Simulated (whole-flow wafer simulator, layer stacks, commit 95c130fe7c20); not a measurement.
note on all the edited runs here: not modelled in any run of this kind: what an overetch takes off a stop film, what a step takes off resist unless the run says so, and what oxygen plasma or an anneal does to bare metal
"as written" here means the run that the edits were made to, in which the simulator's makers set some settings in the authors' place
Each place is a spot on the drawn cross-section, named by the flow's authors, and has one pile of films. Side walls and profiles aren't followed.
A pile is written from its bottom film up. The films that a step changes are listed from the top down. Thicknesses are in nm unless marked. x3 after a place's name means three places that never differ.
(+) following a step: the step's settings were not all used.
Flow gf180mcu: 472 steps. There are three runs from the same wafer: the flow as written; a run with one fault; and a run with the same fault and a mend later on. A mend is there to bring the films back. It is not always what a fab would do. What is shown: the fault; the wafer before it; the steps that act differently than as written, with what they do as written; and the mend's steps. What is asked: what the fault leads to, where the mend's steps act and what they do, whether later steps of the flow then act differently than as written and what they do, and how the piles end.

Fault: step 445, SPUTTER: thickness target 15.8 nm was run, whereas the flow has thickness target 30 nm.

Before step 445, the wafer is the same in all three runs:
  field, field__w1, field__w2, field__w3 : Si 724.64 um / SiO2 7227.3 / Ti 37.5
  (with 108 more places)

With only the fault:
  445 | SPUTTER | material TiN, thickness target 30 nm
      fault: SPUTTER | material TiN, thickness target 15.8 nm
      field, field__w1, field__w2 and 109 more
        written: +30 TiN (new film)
        fault: +15.8 TiN (new film)
  Steps further on in the flow that do not act as written (not shown: 4 more steps that differ only slightly, by at most 2% or 0.5 nm, whichever is larger):
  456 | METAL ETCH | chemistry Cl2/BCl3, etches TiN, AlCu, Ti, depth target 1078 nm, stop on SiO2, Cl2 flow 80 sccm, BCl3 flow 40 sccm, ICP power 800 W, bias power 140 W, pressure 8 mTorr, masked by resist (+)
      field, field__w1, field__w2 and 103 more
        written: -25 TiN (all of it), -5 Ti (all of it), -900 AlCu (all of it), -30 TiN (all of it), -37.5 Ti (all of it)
        fault: -25 TiN (all of it), -5 Ti (all of it), -900 AlCu (all of it), -15.8 TiN (all of it), -37.5 Ti (all of it)
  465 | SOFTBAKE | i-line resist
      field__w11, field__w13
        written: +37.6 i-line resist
        fault: +36.8 i-line resist
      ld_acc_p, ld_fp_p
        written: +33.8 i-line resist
        fault: +33.1 i-line resist
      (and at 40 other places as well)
  The piles end different from the flow's at field__w8, contact, m1, m1__w1, pad, m1_nw by more than 2% or 0.5 nm, whichever is larger.
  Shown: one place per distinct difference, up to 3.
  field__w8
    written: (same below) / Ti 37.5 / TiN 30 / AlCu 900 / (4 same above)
    fault: (same below) / Ti 37.5 / TiN 15.8 / AlCu 900 / (4 same above)
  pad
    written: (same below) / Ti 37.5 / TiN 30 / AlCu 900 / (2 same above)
    fault: (same below) / Ti 37.5 / TiN 15.8 / AlCu 900 / (2 same above)

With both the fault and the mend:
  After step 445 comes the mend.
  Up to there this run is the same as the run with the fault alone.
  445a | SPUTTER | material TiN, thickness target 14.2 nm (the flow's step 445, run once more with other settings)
      field, field__w1, field__w2 and 109 more
        +14.2 TiN
  Every later step of the flow that is run acts as written at every place that is followed.
  At every place that both follow, the piles at the end match the flow's.
